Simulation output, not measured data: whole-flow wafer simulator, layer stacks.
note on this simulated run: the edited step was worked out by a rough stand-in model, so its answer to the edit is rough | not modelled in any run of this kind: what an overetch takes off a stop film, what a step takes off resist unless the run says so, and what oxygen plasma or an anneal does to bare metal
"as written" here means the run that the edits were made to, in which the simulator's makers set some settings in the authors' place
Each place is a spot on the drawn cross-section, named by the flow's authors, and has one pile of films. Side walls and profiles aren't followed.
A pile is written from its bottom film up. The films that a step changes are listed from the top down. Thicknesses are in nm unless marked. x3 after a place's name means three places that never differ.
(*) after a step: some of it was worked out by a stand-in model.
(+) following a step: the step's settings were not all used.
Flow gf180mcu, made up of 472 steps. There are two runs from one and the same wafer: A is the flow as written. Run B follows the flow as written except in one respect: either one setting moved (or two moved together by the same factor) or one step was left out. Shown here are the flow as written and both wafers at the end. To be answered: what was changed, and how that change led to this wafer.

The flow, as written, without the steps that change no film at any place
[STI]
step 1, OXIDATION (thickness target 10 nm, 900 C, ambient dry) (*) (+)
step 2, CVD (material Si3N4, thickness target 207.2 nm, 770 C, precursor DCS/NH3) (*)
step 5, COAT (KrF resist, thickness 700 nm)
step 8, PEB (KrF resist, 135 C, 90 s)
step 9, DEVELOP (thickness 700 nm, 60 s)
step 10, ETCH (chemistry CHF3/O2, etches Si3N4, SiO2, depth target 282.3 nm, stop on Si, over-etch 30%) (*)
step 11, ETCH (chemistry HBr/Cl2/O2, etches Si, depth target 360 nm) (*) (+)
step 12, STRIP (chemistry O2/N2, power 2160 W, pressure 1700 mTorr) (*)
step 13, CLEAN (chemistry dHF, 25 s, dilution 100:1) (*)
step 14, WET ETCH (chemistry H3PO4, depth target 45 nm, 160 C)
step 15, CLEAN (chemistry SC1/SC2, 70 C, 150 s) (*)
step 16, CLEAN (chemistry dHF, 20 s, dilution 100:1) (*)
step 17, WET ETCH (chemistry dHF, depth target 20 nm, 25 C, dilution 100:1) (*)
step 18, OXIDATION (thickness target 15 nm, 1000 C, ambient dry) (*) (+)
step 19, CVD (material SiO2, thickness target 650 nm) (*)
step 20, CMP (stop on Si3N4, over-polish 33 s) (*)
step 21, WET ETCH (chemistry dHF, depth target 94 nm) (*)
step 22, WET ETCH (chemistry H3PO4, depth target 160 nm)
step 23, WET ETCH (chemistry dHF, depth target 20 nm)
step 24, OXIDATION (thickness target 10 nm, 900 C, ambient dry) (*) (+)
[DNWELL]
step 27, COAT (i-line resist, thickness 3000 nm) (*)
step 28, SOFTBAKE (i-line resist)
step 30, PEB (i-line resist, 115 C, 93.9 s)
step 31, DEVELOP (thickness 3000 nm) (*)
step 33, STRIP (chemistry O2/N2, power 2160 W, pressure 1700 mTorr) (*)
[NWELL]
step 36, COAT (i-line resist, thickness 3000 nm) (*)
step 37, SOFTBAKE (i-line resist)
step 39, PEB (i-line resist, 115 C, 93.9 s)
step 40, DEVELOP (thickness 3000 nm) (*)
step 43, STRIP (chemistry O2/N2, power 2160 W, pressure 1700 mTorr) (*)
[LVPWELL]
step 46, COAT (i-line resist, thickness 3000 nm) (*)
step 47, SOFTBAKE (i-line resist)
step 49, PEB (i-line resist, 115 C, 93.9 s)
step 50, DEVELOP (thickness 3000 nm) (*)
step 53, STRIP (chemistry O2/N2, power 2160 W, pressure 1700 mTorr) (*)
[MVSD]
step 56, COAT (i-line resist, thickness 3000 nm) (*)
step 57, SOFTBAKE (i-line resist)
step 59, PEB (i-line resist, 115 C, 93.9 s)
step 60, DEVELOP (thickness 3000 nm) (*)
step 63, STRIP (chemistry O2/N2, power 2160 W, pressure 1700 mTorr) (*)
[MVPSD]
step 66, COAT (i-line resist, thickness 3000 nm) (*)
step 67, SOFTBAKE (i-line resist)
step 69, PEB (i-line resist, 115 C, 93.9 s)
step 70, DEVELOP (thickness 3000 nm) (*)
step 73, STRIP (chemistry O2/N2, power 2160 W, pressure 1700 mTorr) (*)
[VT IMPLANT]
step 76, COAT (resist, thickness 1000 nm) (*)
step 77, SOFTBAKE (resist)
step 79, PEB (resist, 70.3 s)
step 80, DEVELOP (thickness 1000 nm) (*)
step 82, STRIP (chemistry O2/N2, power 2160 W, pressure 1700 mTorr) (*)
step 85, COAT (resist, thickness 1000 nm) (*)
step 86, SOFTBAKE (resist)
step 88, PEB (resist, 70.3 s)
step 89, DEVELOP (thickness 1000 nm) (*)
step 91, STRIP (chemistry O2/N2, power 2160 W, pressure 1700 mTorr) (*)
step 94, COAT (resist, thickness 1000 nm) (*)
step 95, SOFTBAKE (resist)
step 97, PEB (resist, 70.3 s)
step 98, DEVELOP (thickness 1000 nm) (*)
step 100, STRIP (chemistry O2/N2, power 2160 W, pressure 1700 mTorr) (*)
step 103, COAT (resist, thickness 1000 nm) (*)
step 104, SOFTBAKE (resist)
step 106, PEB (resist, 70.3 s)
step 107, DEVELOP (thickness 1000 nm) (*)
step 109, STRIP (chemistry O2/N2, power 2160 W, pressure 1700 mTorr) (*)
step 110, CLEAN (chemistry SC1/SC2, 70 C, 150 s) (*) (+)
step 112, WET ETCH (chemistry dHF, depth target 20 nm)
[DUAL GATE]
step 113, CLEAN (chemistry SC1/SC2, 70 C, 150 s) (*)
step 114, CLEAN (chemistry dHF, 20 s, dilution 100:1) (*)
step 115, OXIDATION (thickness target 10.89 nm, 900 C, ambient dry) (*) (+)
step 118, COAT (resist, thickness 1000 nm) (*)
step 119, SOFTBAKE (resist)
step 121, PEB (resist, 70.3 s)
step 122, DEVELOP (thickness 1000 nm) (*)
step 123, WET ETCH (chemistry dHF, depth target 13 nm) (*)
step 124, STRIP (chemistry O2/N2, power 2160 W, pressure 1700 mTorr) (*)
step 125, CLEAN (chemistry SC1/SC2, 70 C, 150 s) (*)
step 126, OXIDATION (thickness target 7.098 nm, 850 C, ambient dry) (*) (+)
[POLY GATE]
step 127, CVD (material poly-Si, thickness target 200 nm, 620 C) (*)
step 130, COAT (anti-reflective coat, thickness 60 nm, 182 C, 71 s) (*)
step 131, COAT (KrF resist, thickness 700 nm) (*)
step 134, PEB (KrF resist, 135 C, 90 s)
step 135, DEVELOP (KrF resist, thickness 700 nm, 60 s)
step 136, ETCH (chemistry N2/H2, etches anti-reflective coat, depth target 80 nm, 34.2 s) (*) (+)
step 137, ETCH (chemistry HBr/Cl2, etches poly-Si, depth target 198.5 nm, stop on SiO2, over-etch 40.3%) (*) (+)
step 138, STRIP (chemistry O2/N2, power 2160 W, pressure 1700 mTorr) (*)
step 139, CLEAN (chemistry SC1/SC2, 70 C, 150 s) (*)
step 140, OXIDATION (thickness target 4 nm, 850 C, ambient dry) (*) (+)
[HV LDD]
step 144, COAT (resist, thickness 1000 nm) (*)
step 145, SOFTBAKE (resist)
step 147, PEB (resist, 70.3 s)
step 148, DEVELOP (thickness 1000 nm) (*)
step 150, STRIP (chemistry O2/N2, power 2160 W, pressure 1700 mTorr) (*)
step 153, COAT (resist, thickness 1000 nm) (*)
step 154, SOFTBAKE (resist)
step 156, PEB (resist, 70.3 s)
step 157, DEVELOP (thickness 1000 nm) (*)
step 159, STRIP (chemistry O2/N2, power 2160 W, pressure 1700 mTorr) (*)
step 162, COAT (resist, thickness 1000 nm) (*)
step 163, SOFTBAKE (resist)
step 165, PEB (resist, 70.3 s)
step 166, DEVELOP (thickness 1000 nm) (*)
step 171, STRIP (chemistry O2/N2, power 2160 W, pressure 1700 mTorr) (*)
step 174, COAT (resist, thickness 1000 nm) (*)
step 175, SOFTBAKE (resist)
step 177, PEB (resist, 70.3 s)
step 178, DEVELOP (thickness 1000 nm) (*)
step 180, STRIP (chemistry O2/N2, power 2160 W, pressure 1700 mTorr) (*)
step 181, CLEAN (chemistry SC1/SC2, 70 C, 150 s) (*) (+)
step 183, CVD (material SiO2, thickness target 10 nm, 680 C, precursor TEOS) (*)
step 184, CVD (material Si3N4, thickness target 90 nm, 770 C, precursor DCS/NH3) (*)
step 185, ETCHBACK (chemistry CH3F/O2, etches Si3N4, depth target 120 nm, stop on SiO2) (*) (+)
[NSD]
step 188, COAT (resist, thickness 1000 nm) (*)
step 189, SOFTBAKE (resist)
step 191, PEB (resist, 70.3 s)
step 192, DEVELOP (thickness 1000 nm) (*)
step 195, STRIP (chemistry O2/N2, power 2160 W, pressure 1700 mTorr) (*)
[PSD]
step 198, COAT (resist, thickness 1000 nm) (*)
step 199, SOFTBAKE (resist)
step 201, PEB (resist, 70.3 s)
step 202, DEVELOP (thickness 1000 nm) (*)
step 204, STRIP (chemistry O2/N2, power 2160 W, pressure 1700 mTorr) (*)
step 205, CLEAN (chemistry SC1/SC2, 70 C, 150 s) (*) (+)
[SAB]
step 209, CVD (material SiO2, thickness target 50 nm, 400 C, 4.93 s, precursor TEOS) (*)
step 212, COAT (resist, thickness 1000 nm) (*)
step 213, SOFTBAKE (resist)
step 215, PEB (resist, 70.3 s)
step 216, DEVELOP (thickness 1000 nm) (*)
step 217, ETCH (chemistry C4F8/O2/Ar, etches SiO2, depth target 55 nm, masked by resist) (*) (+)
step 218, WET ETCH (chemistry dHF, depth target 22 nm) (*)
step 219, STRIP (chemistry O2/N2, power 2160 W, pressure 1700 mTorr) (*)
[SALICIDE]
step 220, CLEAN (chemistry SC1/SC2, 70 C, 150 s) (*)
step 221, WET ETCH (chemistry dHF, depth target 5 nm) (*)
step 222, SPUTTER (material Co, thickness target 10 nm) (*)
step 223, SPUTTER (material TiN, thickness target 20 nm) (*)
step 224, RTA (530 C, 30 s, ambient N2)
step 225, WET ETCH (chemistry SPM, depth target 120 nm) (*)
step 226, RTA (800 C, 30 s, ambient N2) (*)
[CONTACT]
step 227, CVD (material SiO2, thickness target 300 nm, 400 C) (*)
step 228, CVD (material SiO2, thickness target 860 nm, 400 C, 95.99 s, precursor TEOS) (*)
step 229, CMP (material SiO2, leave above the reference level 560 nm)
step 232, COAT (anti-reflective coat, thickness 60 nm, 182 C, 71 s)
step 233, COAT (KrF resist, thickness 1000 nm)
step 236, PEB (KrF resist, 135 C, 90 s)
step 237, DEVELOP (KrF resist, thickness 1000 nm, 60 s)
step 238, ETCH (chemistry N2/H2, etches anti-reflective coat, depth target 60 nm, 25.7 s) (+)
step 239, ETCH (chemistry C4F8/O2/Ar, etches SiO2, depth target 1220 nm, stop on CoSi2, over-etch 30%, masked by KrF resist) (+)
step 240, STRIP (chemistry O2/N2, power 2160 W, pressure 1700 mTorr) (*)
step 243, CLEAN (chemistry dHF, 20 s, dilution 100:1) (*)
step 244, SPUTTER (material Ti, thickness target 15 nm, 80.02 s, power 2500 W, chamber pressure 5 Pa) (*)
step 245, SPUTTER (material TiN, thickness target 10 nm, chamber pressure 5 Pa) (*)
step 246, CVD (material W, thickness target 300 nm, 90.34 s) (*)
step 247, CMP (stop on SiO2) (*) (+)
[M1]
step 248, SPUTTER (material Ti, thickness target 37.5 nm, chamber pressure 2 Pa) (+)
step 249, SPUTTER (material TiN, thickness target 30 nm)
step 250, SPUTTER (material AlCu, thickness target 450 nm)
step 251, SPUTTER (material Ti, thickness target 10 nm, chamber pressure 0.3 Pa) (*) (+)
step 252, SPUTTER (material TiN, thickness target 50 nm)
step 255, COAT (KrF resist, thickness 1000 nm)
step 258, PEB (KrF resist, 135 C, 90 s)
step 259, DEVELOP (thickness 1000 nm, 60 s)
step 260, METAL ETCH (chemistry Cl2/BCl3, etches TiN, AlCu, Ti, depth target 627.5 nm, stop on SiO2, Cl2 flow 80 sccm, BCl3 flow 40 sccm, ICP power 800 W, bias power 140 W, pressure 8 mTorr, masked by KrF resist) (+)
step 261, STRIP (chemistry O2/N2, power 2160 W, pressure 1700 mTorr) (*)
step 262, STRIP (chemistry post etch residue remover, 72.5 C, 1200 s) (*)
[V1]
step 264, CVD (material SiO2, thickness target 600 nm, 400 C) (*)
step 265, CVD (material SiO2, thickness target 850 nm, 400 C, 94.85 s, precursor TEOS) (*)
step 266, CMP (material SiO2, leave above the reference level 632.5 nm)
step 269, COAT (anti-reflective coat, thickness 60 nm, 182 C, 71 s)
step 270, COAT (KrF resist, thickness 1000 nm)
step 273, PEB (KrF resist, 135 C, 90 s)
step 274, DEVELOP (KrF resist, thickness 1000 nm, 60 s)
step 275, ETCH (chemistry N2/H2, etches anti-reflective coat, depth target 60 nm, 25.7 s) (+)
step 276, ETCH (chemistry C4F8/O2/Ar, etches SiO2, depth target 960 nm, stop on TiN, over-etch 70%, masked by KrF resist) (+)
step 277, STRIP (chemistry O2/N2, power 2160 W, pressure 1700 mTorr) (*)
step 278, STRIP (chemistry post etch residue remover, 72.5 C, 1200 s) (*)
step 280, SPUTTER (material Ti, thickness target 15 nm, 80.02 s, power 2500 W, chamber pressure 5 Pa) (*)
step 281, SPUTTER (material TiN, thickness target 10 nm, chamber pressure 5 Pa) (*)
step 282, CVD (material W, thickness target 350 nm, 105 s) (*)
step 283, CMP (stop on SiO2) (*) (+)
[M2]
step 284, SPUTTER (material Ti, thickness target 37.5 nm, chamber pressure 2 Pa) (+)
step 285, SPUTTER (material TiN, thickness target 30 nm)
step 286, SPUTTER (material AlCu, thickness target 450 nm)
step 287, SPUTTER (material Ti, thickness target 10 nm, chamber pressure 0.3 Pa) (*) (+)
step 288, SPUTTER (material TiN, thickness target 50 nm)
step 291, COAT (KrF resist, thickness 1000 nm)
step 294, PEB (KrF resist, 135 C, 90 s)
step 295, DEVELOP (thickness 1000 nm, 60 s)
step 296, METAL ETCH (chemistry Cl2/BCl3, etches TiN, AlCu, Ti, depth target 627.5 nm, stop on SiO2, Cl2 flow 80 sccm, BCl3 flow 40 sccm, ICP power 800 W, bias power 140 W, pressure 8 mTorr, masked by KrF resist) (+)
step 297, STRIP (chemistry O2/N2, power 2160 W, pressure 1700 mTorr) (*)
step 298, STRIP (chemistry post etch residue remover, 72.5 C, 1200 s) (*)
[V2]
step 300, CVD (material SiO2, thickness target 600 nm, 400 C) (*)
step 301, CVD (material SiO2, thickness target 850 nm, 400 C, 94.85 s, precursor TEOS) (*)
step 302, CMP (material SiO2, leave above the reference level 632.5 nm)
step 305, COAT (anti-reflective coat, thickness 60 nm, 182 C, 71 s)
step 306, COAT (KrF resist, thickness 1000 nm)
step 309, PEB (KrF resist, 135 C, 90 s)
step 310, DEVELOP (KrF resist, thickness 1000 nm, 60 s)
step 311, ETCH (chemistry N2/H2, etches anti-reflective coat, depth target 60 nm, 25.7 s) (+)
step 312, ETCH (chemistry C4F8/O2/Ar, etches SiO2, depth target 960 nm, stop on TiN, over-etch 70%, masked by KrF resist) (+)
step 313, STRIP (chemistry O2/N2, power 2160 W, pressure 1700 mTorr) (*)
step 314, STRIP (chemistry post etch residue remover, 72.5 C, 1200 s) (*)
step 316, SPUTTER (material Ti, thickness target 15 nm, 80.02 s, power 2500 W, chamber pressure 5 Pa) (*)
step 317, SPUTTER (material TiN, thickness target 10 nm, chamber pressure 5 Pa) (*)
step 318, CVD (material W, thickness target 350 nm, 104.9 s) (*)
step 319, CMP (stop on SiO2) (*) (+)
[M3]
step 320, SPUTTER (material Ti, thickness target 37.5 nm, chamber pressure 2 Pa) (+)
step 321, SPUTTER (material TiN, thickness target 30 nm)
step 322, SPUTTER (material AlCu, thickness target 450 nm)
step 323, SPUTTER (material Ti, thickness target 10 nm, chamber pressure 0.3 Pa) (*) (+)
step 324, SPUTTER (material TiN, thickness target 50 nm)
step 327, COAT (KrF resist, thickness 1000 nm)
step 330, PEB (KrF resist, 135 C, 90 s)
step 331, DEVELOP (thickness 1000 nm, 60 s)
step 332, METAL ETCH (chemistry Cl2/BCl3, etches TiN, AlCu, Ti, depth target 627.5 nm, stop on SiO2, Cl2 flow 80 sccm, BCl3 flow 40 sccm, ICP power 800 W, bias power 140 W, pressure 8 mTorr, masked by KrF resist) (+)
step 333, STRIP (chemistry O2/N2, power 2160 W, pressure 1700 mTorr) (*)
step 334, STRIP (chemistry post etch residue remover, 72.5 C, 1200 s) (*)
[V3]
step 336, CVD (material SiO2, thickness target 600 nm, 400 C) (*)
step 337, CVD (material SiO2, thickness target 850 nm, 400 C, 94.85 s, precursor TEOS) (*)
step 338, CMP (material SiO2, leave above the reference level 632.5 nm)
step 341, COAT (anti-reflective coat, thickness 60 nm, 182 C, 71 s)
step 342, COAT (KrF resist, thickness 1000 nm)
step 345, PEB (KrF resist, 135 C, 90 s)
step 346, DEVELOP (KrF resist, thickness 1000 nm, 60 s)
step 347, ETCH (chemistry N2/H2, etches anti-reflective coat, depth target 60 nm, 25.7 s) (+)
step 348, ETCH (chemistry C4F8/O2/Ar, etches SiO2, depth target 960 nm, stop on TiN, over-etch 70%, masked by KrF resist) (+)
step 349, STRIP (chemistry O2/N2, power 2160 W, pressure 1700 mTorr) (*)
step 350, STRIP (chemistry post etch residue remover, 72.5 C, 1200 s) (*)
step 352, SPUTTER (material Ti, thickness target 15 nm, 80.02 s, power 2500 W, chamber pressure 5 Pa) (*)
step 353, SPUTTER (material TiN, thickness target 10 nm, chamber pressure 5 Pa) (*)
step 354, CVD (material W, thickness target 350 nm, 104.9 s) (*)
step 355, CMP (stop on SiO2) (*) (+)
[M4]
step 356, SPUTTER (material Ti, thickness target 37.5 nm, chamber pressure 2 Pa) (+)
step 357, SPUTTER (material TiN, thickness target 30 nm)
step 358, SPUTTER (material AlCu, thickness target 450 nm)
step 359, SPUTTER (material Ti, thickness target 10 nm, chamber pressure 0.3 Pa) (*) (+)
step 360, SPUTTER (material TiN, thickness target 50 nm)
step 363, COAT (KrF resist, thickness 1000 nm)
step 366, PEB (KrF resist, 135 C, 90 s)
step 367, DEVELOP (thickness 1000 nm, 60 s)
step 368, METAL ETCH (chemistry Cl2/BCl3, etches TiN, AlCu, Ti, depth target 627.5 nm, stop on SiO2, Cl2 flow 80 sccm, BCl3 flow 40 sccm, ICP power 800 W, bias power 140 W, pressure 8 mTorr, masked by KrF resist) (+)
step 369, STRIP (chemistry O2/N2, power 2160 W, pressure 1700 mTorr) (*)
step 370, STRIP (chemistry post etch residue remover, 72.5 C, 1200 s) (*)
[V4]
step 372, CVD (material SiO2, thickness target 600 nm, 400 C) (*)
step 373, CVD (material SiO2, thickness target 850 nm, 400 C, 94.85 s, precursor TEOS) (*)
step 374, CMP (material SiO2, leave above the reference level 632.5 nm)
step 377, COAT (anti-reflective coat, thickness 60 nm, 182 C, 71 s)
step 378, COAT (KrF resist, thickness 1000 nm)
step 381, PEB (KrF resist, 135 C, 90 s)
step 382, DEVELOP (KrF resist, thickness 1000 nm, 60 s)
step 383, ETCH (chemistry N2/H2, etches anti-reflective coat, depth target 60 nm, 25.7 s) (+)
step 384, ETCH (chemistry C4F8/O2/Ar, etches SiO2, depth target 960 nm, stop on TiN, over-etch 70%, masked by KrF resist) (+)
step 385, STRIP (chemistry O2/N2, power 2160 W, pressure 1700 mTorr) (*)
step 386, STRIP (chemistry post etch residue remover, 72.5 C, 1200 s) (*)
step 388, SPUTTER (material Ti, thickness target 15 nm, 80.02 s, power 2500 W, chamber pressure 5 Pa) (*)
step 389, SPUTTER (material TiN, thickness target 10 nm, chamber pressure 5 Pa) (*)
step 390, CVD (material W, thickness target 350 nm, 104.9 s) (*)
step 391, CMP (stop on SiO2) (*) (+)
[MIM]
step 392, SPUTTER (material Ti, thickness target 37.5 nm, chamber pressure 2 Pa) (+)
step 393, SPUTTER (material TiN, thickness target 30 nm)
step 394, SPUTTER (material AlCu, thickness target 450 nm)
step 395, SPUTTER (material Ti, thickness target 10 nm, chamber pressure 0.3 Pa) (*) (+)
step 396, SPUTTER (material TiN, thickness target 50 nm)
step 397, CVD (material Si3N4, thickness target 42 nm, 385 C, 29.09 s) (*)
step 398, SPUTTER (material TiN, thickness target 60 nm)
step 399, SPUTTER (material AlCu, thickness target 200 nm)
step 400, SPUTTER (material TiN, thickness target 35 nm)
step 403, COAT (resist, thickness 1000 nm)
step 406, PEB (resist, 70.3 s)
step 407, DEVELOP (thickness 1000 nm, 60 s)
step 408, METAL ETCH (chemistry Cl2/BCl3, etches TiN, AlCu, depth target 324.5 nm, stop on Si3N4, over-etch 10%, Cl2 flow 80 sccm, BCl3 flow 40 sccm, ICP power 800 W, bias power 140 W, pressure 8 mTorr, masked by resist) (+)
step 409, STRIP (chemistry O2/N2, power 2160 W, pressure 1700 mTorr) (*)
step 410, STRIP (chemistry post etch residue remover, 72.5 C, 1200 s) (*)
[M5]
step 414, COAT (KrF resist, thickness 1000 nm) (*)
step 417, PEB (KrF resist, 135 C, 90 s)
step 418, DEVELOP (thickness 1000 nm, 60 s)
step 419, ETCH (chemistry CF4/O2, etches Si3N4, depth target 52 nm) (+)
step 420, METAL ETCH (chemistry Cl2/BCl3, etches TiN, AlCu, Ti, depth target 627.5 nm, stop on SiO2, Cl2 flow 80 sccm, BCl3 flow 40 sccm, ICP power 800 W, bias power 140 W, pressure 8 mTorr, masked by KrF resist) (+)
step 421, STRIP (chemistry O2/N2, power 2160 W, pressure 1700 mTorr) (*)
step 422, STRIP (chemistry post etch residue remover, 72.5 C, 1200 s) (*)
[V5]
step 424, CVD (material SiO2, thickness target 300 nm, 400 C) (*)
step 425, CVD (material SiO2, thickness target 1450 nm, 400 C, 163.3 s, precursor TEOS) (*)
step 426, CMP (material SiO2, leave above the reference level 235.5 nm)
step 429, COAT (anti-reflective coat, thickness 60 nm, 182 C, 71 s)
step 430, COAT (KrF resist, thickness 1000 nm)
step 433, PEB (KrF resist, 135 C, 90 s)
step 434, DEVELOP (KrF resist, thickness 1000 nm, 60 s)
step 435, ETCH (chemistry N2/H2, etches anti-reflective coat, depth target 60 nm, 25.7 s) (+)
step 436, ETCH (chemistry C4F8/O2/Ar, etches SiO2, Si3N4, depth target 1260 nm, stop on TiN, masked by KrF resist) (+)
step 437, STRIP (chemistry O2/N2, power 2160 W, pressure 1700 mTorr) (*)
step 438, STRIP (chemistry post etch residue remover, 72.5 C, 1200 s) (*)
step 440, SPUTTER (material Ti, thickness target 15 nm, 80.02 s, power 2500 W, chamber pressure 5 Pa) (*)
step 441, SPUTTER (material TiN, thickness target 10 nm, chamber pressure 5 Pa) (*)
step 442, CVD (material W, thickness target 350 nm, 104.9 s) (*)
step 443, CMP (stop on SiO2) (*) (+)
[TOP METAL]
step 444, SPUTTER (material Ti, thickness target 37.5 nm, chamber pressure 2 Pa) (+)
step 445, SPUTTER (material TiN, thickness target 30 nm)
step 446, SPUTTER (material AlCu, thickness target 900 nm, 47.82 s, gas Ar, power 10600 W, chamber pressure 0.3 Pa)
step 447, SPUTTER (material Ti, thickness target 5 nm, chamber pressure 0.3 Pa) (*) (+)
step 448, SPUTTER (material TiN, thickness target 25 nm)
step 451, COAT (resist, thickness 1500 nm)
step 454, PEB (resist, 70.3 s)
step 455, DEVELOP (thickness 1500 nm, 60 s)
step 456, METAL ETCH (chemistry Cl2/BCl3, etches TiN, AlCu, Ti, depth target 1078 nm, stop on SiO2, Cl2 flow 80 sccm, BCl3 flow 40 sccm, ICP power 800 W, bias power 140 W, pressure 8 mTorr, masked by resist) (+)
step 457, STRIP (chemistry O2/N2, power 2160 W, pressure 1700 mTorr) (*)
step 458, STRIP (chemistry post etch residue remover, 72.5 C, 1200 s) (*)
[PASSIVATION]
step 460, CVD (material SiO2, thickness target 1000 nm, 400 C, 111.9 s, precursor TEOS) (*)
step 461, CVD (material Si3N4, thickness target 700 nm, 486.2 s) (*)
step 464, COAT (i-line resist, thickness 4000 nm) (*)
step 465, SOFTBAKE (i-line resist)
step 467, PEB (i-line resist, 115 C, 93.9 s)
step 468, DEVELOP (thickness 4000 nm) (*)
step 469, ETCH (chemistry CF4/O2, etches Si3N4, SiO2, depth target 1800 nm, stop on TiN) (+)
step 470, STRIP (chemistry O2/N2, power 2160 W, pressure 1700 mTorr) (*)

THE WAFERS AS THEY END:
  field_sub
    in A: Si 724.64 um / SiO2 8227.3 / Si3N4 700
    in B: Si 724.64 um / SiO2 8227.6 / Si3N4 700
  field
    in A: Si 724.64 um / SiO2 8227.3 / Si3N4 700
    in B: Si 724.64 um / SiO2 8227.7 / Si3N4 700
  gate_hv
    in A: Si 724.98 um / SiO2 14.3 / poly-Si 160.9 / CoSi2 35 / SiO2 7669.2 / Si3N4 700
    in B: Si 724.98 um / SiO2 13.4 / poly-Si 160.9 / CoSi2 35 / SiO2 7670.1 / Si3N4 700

What caused this: step 126, OXIDATION: thickness target 6.033 nm was run, whereas the flow has thickness target 7.098 nm.

How this came from the change, step by step:
  step 126, OXIDATION (thickness target 7.098 nm, 850 C, ambient dry) (*) (+)
      gate_hv, active_hv, active_nat and 25 more: A SiO2 gains 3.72, Si loses 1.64 | B SiO2 gains 2.82, Si loses 1.24
      active, n_well, p_well and 12 more: A SiO2 gains 7.1 (new film), chemical SiO2 loses 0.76 (all of it), Si loses 2.79 | B SiO2 gains 6.03 (new film), chemical SiO2 loses 0.76 (all of it), Si loses 2.32
  step 189, SOFTBAKE (resist)
      field__w9: A resist gains 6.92 | B resist loses 3.07
  step 199, SOFTBAKE (resist)
      field__w9: A resist gains 6.92 | B resist loses 3.07
  step 218, WET ETCH (chemistry dHF, depth target 22 nm) (*)
      active, p_well, sd_n, iso_ptap_pw, iso_ntap_nw, iso_ptap_sub, vpnp_e: A SiO2 loses 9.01 (all of it) | B SiO2 loses 8.03 (all of it)
      ldn_tap, ldn_src, ldn_drn, ldp_tap, ldp_src, ldp_drn, ldp_gr: A SiO2 loses 16 (all of it) | B SiO2 loses 15.1 (all of it)
      (also at 9 further places)
  step 223, SPUTTER (material TiN, thickness target 20 nm) (*)
      field__w12: A TiN gains 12 (new film) | B TiN gains 12.6 (new film)
  step 225, WET ETCH (chemistry SPM, depth target 120 nm) (*)
      field__w12: A TiN loses 12 (all of it), Co loses 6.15 (all of it) | B TiN loses 12.6 (all of it), Co loses 6.15 (all of it)
